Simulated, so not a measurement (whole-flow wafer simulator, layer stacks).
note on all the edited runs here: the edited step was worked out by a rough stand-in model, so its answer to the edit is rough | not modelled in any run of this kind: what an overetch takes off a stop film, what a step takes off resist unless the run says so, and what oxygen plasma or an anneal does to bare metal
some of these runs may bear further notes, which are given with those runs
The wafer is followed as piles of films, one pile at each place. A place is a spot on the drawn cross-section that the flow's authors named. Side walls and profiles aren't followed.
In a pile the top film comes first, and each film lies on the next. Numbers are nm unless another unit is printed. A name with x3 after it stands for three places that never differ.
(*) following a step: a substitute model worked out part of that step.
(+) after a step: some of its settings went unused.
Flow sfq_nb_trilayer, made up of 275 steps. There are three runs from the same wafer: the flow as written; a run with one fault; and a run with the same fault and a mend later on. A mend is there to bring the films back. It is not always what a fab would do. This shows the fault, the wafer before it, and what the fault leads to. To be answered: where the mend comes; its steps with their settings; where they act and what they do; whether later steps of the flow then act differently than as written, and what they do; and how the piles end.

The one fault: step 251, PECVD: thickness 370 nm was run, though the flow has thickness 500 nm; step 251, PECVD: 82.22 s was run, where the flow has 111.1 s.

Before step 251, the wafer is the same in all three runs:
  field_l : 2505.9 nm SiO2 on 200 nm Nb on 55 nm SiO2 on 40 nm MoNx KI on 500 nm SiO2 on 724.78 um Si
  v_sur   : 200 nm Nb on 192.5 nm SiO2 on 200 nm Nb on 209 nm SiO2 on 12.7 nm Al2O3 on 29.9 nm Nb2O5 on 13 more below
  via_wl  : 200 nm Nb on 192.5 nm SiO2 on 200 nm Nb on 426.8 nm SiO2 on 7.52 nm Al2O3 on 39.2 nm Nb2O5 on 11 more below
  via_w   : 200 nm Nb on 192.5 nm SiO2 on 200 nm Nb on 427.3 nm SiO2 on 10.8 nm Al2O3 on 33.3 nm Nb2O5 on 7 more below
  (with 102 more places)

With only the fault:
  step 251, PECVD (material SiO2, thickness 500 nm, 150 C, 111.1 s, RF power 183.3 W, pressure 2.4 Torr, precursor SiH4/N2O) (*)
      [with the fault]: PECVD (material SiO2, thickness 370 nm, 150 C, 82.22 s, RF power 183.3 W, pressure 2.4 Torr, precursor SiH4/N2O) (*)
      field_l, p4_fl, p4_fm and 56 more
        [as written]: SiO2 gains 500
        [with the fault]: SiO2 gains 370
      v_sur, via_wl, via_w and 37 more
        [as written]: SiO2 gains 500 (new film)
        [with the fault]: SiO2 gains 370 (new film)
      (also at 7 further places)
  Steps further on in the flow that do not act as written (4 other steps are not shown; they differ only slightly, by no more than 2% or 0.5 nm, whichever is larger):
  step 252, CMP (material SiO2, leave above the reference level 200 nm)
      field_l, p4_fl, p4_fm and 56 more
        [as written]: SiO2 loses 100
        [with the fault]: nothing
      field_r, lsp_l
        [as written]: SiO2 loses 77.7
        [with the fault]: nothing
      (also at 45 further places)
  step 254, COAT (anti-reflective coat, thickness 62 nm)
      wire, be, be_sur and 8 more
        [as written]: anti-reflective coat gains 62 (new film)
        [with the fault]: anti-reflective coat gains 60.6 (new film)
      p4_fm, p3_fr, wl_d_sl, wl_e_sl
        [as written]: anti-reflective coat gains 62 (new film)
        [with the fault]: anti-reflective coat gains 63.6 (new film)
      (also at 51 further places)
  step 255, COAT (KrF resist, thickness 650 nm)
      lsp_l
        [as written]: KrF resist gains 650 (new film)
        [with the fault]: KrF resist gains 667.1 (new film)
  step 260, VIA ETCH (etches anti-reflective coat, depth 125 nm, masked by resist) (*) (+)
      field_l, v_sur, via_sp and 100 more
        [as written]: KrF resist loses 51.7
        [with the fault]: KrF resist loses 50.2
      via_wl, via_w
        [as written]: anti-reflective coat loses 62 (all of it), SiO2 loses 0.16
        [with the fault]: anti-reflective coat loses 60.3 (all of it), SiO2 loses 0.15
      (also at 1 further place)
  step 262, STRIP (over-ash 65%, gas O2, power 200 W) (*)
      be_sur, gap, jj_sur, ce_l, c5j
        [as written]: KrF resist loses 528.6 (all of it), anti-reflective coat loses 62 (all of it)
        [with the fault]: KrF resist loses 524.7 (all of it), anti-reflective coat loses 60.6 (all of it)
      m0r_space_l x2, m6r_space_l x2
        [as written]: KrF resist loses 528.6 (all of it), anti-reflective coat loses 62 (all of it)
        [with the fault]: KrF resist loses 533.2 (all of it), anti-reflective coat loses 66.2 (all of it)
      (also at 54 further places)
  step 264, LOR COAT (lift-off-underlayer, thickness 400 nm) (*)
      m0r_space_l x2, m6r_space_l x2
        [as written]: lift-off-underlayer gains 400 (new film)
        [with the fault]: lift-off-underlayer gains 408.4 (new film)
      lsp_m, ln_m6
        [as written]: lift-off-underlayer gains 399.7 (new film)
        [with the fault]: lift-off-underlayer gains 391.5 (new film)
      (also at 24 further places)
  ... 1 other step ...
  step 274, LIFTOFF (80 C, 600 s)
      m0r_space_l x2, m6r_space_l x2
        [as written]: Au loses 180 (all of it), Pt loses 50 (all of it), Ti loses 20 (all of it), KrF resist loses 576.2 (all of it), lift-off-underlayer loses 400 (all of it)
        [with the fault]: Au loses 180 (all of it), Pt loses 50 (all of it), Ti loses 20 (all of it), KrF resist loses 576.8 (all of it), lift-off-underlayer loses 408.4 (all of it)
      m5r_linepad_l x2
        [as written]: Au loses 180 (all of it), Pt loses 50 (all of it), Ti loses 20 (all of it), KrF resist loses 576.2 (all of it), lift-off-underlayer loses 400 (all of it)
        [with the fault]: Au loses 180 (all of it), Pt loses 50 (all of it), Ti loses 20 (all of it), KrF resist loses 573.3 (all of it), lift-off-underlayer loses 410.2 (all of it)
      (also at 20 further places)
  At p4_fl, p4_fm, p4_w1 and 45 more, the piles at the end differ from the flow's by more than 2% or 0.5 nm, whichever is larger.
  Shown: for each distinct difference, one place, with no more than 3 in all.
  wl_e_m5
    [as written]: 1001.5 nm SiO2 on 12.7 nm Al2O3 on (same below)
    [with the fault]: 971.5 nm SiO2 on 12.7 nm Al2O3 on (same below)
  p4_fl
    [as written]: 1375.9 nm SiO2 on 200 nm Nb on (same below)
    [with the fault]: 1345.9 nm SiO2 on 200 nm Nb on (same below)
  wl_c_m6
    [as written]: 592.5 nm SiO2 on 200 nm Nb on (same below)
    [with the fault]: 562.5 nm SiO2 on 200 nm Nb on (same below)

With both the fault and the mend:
  The mend follows step 251.
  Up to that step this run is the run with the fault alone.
  step 251a, PECVD (material SiO2, thickness 130 nm, 150 C, 28.89 s, RF power 183.3 W, pressure 2.4 Torr, precursor SiH4/N2O) (*) (a further turn of the flow's step 251, with different settings)
      field_l, v_sur, via_wl and 98 more
        SiO2 gains 130
      field_r, lsp_l
        SiO2 gains 124.9
      l0_sur, l0v
        SiO2 gains 127.1
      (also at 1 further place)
  Steps further on in the flow that do not act as written:
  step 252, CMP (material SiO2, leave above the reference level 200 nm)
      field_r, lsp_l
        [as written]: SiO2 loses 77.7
        [with the mend]: SiO2 loses 79.5
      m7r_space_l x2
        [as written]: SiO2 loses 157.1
        [with the mend]: SiO2 loses 100
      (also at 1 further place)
  By the end, the piles equal the flow's at every place that both follow.
